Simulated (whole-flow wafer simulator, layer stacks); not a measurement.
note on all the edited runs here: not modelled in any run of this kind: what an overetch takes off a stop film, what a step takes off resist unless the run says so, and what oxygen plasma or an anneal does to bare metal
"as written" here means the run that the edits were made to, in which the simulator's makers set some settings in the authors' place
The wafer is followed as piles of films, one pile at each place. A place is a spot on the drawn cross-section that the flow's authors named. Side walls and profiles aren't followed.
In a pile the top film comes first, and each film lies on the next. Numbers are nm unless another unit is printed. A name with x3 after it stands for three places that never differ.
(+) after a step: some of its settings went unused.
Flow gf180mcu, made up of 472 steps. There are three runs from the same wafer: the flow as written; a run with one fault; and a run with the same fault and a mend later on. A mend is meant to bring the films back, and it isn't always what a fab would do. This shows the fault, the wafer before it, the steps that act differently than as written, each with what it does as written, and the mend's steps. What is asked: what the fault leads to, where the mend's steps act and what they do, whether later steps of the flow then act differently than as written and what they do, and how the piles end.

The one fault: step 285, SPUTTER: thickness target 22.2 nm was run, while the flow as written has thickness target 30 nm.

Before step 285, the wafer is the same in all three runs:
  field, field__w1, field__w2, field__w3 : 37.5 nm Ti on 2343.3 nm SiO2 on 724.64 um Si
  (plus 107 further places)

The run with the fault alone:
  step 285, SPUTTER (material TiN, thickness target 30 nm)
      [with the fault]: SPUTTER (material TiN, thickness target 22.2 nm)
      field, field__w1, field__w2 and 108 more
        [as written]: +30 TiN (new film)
        [with the fault]: +22.2 TiN (new film)
  Steps further on in the flow that do not act as written:
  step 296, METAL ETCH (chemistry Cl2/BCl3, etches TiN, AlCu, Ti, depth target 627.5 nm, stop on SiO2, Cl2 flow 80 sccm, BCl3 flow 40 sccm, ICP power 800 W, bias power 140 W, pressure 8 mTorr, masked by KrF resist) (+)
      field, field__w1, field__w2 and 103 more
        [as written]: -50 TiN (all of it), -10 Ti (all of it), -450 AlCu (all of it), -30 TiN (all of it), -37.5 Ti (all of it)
        [with the fault]: -50 TiN (all of it), -10 Ti (all of it), -450 AlCu (all of it), -22.2 TiN (all of it), -37.5 Ti (all of it)
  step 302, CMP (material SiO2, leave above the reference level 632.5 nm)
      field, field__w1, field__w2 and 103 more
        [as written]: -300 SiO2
        [with the fault]: -307.8 SiO2
  By the end, the piles at field__w8, contact, m1, m1__w1, m1_nw depart from the flow's by more than 2% or 0.5 nm, whichever is larger.
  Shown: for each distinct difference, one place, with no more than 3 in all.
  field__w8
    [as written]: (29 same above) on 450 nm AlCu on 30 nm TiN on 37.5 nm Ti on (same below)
    [with the fault]: (29 same above) on 450 nm AlCu on 22.2 nm TiN on 37.5 nm Ti on (same below)
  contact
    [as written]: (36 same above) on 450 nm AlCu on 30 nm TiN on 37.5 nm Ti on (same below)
    [with the fault]: (36 same above) on 450 nm AlCu on 22.2 nm TiN on 37.5 nm Ti on (same below)

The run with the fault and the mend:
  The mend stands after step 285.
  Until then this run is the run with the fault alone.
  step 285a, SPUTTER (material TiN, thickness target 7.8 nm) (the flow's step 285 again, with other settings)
      field, field__w1, field__w2 and 108 more
        +7.8 TiN
  None of the later steps of the flow acts differently than as written at any place that is followed.
  At every place that both follow, the piles at the end match the flow's.
